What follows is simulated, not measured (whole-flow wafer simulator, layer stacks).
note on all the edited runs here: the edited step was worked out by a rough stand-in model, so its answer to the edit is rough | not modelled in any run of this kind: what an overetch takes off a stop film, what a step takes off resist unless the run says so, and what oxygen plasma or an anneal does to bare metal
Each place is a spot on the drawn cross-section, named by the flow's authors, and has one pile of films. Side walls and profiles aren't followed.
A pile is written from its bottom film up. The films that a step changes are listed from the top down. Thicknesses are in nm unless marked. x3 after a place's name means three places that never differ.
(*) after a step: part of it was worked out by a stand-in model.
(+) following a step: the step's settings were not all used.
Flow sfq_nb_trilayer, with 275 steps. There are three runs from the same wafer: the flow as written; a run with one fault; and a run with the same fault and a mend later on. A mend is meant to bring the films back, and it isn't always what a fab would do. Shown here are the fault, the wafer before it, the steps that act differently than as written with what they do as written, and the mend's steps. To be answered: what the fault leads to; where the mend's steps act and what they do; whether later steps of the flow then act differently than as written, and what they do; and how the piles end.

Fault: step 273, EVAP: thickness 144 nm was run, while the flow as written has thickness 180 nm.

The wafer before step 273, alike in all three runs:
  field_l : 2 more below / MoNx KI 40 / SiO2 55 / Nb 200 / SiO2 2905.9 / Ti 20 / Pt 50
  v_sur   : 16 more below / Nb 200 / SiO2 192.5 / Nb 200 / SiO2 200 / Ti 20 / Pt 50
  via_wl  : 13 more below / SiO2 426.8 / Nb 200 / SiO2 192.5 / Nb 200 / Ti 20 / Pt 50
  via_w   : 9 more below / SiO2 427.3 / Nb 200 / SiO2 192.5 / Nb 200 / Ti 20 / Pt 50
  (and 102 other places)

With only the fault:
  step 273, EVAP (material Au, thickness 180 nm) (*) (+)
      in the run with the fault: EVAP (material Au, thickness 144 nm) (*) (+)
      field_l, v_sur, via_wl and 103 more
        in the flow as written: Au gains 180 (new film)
        in the run with the fault: Au gains 144 (new film)
  Later steps of the flow acting differently than as written:
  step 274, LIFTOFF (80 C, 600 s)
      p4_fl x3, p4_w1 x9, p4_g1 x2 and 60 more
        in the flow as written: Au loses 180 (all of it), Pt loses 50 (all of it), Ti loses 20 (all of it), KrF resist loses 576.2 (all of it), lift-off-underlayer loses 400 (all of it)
        in the run with the fault: Au loses 144 (all of it), Pt loses 50 (all of it), Ti loses 20 (all of it), KrF resist loses 576.2 (all of it), lift-off-underlayer loses 400 (all of it)
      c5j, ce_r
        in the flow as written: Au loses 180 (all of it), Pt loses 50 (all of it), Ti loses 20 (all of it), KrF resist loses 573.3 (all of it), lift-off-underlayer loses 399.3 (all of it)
        in the run with the fault: Au loses 144 (all of it), Pt loses 50 (all of it), Ti loses 20 (all of it), KrF resist loses 573.3 (all of it), lift-off-underlayer loses 399.3 (all of it)
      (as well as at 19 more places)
  By the end, the piles at field_l, v_sur, via_wl and 8 more depart from the flow's by more than 2% or 0.5 nm, whichever is larger.
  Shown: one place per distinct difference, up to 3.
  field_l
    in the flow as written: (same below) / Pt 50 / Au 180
    in the run with the fault: (same below) / Pt 50 / Au 144

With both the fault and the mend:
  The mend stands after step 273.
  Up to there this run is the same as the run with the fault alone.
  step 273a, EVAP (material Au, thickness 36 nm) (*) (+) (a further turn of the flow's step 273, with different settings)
      field_l, v_sur, via_wl and 103 more
        Au gains 36
  None of the later steps of the flow acts differently than as written at any place that is followed.
  By the end, the piles equal the flow's at every place that both follow.
